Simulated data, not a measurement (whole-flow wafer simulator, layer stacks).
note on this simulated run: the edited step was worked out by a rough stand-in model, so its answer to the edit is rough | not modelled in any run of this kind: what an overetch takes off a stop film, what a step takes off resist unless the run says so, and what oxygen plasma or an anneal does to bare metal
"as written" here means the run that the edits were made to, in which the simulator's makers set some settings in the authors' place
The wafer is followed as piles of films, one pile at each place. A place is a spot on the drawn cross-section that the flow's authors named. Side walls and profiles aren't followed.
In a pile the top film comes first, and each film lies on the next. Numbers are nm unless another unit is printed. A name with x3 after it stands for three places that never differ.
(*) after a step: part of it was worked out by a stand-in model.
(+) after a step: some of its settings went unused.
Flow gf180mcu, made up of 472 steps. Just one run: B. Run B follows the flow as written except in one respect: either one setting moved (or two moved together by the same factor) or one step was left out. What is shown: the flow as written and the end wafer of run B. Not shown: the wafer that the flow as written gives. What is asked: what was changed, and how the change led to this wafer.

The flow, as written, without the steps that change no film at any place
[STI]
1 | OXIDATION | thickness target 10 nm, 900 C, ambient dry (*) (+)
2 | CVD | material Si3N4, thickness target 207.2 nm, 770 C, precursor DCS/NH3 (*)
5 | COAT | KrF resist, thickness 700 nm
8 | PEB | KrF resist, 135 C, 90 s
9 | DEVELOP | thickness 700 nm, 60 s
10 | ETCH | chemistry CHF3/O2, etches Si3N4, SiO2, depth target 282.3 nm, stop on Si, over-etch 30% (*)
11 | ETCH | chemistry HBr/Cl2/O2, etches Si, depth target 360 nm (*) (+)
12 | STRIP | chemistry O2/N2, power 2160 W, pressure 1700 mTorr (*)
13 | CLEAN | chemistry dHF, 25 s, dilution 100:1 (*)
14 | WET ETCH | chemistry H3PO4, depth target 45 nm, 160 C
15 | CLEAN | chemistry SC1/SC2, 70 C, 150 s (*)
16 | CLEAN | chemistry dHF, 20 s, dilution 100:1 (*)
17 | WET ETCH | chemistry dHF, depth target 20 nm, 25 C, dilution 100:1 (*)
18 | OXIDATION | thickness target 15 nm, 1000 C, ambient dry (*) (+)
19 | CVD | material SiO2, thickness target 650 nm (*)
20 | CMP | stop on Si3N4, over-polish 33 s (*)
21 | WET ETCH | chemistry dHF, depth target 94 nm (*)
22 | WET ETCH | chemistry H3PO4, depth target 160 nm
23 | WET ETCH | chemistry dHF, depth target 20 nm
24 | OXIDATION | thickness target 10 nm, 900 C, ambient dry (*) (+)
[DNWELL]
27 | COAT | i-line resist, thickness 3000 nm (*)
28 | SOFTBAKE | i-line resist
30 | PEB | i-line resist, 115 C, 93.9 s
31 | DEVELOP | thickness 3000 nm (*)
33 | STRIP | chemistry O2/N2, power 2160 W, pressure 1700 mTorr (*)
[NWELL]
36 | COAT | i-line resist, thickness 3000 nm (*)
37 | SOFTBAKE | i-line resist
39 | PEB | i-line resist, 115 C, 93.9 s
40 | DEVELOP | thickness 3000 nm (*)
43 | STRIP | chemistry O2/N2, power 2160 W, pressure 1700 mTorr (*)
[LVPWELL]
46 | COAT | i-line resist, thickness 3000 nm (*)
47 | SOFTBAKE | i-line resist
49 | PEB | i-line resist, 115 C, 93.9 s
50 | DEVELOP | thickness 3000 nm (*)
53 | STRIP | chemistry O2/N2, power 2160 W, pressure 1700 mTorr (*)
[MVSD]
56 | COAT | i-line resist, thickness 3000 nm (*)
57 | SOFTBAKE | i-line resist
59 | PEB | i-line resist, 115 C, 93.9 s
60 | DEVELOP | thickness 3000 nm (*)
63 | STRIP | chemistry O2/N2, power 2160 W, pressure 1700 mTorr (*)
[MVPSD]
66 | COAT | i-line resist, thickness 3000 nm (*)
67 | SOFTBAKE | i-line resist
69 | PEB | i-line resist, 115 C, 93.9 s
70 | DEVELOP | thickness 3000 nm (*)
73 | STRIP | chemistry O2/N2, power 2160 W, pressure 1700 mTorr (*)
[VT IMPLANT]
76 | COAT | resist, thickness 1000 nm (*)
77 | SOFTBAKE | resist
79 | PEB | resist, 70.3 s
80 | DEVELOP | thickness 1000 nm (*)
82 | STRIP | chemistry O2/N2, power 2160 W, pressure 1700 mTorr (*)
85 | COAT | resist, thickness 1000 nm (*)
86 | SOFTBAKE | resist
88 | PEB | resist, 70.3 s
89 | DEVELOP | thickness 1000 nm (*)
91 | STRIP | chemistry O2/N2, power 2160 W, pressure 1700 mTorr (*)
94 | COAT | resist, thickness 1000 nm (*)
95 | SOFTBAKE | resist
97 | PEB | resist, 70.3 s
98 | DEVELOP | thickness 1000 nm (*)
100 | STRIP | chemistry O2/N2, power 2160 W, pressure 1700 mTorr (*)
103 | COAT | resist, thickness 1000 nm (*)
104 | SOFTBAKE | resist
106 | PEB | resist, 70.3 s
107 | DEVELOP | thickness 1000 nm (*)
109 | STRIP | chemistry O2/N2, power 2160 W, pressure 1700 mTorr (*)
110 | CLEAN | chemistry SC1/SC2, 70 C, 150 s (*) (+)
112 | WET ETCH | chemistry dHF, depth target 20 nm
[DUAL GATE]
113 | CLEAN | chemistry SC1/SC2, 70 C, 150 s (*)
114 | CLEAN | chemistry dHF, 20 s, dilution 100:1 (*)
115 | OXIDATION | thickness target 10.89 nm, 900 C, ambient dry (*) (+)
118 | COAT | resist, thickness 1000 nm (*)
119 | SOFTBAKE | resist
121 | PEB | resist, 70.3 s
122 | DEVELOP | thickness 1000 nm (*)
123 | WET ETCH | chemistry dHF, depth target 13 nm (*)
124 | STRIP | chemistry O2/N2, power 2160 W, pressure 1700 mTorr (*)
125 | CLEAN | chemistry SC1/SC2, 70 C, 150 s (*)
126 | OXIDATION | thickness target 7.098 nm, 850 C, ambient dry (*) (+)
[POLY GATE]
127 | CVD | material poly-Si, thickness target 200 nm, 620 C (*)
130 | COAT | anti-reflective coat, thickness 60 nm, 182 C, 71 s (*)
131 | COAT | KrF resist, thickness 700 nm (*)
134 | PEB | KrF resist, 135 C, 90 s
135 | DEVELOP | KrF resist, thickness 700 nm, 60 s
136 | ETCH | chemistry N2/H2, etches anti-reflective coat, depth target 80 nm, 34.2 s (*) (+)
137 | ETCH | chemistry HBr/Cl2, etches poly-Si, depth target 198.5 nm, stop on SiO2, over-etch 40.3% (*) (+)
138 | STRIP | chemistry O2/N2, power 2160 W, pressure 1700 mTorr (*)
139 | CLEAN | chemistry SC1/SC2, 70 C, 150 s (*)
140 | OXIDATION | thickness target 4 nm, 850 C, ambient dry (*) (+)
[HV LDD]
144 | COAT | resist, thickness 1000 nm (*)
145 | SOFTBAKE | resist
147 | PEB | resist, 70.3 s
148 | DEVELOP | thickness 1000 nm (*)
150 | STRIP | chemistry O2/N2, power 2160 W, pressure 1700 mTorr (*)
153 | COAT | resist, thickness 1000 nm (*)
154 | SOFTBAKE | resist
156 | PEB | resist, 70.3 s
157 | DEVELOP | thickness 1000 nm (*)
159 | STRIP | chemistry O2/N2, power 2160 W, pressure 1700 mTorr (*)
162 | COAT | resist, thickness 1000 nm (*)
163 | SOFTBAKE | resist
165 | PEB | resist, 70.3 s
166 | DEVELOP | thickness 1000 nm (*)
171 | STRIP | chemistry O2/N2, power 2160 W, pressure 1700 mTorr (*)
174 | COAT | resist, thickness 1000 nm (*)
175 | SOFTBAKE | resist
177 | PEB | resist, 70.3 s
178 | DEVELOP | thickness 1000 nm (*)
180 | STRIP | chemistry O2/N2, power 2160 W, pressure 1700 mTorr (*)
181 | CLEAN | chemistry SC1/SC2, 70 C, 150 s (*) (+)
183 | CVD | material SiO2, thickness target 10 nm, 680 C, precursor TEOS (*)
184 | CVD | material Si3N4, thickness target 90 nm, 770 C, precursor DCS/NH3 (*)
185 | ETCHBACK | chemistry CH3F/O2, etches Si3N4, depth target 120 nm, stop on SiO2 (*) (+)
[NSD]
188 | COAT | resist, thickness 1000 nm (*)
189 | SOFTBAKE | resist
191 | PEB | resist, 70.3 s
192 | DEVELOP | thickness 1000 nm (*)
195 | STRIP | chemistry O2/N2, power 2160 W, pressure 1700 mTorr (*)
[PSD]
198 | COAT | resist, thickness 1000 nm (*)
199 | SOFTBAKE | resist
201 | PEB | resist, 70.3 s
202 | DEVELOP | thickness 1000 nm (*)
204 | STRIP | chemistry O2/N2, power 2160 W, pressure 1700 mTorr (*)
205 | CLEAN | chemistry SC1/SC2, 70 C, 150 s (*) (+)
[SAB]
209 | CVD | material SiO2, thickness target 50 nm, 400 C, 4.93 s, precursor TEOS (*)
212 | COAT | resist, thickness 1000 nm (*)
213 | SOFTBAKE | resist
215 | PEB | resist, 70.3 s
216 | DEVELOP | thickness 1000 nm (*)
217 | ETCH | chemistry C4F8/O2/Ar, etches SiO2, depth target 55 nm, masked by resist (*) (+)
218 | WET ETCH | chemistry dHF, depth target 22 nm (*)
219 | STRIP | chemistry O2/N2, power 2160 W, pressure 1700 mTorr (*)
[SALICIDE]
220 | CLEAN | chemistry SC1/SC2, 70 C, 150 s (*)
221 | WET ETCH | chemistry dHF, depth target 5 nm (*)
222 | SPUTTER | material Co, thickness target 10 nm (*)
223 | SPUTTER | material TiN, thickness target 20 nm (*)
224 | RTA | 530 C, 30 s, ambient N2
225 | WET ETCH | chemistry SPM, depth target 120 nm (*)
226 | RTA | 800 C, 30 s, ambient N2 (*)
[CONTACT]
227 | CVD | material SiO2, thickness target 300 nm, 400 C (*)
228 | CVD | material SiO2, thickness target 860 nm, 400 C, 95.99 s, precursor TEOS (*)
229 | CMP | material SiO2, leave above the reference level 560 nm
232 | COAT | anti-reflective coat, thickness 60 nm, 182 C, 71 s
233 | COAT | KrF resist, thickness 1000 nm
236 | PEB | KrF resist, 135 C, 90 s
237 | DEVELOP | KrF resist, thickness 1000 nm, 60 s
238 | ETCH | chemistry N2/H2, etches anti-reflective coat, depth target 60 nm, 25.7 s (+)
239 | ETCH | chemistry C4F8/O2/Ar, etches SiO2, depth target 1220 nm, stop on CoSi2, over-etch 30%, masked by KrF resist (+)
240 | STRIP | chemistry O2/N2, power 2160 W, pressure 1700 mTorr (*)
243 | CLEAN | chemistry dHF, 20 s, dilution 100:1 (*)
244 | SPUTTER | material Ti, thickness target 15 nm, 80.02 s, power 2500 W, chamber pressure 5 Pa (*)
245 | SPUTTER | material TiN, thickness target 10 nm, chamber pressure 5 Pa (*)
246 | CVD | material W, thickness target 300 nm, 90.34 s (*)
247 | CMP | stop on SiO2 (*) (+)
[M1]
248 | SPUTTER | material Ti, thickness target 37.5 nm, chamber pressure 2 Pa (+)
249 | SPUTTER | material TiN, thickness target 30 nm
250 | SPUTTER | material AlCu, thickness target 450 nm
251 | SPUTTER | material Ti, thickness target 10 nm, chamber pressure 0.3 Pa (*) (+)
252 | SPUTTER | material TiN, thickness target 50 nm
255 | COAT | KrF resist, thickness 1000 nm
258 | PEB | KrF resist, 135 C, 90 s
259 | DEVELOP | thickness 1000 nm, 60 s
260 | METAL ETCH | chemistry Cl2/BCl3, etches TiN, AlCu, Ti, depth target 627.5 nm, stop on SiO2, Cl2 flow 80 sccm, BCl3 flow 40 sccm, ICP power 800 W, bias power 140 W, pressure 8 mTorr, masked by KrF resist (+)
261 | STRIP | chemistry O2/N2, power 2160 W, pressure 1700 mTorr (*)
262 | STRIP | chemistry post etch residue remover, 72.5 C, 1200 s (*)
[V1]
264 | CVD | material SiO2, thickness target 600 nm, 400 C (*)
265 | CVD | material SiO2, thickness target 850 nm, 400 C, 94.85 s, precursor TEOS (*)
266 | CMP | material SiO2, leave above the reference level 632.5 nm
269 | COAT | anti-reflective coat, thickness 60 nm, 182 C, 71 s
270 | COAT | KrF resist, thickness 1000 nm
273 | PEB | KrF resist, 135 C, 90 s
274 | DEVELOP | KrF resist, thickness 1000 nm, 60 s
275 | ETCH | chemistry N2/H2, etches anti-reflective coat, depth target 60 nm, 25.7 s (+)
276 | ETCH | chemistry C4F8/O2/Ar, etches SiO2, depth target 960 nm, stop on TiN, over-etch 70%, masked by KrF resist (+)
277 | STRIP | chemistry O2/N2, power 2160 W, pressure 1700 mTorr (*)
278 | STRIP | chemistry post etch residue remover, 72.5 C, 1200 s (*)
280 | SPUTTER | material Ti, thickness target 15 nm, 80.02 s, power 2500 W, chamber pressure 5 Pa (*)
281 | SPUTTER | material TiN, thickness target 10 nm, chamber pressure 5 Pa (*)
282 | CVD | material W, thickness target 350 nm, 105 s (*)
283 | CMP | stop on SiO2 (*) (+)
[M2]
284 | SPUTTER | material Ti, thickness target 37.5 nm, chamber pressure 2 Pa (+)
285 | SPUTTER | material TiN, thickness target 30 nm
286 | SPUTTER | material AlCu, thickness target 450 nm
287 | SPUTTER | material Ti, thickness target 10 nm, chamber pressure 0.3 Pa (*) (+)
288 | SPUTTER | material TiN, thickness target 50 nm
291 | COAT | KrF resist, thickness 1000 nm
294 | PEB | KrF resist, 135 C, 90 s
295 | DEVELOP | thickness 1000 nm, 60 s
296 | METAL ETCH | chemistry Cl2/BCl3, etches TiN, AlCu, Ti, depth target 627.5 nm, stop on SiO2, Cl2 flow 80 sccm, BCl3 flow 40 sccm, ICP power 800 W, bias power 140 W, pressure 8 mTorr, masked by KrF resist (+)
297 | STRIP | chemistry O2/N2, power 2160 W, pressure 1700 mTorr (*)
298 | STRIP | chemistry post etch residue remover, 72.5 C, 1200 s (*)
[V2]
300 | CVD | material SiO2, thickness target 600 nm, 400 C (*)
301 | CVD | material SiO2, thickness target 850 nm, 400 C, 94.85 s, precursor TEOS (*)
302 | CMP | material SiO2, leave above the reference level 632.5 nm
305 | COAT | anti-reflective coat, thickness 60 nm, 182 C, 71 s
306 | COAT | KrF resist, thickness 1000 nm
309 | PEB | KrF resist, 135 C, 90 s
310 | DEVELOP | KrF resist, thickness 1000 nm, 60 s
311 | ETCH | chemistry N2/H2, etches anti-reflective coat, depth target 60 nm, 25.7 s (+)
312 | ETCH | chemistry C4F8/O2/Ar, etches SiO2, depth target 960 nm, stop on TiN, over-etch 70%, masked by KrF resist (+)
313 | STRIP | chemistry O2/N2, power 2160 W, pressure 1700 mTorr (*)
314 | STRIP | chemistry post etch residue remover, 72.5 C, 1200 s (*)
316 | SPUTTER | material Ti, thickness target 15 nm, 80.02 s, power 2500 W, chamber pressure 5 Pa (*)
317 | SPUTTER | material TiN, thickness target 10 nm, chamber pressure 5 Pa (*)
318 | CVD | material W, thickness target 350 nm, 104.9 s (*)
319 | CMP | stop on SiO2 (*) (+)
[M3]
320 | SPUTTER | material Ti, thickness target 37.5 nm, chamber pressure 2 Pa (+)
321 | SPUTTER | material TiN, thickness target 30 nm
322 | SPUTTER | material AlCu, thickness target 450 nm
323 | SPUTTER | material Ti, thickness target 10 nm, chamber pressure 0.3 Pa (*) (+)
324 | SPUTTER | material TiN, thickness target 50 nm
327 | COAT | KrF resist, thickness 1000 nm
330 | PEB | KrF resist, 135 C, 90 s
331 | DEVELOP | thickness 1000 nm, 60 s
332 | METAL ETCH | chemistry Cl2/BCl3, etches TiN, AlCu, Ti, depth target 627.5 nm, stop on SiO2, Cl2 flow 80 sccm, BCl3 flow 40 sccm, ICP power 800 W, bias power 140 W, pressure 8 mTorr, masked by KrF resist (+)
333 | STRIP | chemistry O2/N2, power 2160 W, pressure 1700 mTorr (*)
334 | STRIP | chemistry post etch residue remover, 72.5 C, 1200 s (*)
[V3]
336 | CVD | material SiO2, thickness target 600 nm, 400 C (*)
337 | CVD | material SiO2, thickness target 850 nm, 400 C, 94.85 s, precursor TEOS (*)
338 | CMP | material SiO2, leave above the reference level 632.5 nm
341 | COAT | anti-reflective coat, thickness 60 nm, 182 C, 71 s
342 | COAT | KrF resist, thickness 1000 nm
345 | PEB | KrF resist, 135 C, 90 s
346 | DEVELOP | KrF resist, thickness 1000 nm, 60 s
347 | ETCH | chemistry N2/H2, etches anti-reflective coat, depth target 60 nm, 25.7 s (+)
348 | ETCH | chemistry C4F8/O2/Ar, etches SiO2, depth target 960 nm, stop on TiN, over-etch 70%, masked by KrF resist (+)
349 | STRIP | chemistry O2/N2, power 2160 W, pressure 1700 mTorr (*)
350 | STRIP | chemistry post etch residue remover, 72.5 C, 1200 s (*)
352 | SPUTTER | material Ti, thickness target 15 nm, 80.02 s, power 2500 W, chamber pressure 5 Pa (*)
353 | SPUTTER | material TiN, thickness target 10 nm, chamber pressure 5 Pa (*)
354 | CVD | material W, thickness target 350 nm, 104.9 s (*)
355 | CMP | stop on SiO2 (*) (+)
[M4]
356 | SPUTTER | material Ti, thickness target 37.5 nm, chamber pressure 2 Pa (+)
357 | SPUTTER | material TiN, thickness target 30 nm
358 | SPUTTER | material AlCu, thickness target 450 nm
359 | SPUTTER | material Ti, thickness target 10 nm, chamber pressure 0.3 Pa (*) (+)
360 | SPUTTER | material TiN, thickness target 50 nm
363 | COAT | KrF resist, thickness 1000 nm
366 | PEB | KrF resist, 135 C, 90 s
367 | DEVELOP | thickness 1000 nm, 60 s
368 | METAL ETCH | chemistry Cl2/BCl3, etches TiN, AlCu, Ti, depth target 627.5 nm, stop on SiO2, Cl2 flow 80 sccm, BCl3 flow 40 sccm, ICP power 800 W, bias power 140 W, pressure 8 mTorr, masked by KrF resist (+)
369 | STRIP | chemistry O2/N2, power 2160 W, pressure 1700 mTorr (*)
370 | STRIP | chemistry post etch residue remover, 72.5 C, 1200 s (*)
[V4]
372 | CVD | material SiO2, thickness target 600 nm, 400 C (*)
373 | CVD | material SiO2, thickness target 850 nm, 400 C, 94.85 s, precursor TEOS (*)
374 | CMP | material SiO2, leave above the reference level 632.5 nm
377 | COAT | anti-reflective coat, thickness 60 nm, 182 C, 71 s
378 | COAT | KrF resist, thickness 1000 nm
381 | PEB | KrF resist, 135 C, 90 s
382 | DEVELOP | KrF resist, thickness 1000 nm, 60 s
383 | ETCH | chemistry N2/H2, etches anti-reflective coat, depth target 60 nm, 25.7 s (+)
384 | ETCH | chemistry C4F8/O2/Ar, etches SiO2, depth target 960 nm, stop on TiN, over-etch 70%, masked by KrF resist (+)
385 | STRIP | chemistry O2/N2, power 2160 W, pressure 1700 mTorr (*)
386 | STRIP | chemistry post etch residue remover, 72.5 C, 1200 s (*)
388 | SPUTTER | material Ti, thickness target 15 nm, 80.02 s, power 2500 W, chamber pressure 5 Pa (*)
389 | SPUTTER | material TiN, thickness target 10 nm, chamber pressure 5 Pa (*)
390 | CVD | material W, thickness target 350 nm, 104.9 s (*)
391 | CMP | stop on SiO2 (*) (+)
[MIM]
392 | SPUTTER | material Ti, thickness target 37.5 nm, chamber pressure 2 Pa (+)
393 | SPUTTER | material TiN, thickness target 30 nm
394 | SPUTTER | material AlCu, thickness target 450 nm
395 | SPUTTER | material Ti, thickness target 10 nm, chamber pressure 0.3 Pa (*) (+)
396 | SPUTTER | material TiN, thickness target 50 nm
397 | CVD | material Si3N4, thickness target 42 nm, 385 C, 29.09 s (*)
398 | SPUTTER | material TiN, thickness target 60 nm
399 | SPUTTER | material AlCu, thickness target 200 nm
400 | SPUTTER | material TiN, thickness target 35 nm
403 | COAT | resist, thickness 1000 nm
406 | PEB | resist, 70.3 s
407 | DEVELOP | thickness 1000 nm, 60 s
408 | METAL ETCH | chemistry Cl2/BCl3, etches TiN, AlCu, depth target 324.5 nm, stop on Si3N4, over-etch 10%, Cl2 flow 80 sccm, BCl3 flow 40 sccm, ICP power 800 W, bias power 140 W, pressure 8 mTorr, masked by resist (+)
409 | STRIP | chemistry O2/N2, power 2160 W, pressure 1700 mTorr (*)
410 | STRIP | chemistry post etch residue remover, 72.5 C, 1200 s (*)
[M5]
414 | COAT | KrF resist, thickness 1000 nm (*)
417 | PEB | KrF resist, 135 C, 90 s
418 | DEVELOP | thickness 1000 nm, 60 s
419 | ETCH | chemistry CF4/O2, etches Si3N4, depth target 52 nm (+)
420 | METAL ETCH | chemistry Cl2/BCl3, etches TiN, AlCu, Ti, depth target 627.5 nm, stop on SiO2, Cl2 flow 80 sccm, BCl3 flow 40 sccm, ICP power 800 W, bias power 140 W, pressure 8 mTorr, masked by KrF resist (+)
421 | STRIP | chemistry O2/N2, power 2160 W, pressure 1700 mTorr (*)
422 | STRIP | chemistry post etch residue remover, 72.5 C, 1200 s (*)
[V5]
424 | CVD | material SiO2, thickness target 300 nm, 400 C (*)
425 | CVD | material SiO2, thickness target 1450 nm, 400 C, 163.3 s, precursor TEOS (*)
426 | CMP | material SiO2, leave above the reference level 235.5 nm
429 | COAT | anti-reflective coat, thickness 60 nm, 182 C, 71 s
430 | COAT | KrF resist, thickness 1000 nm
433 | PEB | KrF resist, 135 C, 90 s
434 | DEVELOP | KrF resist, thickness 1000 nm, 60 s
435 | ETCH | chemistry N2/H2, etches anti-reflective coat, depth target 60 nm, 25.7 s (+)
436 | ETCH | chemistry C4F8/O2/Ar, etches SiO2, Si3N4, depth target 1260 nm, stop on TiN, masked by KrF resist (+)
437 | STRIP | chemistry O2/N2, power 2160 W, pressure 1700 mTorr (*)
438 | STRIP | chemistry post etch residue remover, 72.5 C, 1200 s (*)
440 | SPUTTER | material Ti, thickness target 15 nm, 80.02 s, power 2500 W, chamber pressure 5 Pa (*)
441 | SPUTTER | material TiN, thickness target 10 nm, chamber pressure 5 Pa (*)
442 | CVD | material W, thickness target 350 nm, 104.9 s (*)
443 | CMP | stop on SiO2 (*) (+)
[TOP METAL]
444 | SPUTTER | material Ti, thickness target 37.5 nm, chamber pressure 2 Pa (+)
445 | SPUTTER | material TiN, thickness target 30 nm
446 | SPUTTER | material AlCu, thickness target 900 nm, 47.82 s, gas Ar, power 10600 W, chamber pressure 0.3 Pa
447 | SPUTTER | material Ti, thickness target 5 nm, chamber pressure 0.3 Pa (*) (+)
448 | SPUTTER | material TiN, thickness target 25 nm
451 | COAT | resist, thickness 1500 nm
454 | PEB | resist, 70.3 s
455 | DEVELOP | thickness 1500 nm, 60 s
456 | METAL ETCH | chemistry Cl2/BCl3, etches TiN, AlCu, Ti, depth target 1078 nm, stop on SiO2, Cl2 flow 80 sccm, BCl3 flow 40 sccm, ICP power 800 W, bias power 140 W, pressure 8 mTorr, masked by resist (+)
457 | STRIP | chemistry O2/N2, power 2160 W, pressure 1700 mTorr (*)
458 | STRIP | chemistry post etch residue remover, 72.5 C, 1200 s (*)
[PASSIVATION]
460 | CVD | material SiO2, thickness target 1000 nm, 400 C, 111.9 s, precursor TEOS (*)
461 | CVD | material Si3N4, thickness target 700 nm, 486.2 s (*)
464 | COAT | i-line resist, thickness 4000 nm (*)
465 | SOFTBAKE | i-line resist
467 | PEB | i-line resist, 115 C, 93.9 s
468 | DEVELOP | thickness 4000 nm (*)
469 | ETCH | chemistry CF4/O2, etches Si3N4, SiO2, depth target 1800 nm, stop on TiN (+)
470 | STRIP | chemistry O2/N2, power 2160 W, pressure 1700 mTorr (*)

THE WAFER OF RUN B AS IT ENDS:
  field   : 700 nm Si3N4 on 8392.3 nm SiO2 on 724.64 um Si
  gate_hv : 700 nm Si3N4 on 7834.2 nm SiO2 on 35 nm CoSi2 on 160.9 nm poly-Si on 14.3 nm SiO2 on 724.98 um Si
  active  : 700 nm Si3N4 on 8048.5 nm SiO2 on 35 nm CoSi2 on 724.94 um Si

What caused this: step 227, CVD: thickness target 465 nm was run, though the flow has thickness target 300 nm.

The path from the change to this, step by step:
  227 | CVD | material SiO2, thickness target 300 nm, 400 C (*)
      field, field__w1, field__w2 and 57 more: +465 SiO2 (as written it would have been: +300 SiO2)
      active, p_well, gate and 46 more: +465 SiO2 (new film) (as written it would have been: +300 SiO2 (new film))
      (also at 2 further places)
  228 | CVD | material SiO2, thickness target 860 nm, 400 C, 95.99 s, precursor TEOS (*)
      ld_drift_p: +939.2 SiO2 (as written it would have been: +979.4 SiO2)
      ld_drn_p: +939.2 SiO2 (as written it would have been: +983.8 SiO2)
  239 | ETCH | chemistry C4F8/O2/Ar, etches SiO2, depth target 1220 nm, stop on CoSi2, over-etch 30%, masked by KrF resist (+)
      field, field__w1, field__w2 and 105 more: -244 KrF resist (as written it would have been: -223.5 KrF resist)
      polyc_n, polyc_p: -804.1 SiO2 (all of it) (as written it would have been: -639.1 SiO2 (all of it))
      (also at 1 further place)
  240 | STRIP | chemistry O2/N2, power 2160 W, pressure 1700 mTorr (*)
      field, field__w1, field__w2 and 105 more: -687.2 KrF resist (all of it), -60 anti-reflective coat (all of it) (as written it would have been: -707.7 KrF resist (all of it), -60 anti-reflective coat (all of it))
  244 | SPUTTER | material Ti, thickness target 15 nm, 80.02 s, power 2500 W, chamber pressure 5 Pa (*)
      contact: +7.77 Ti (new film) (as written it would have been: +8.55 Ti (new film))
  246 | CVD | material W, thickness target 300 nm, 90.34 s (*)
      polyc_n, polyc_p: +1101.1 W (new film) (as written it would have been: +936.1 W (new film))
      contact: +1333.8 W (new film) (as written it would have been: +1167.5 W (new film))
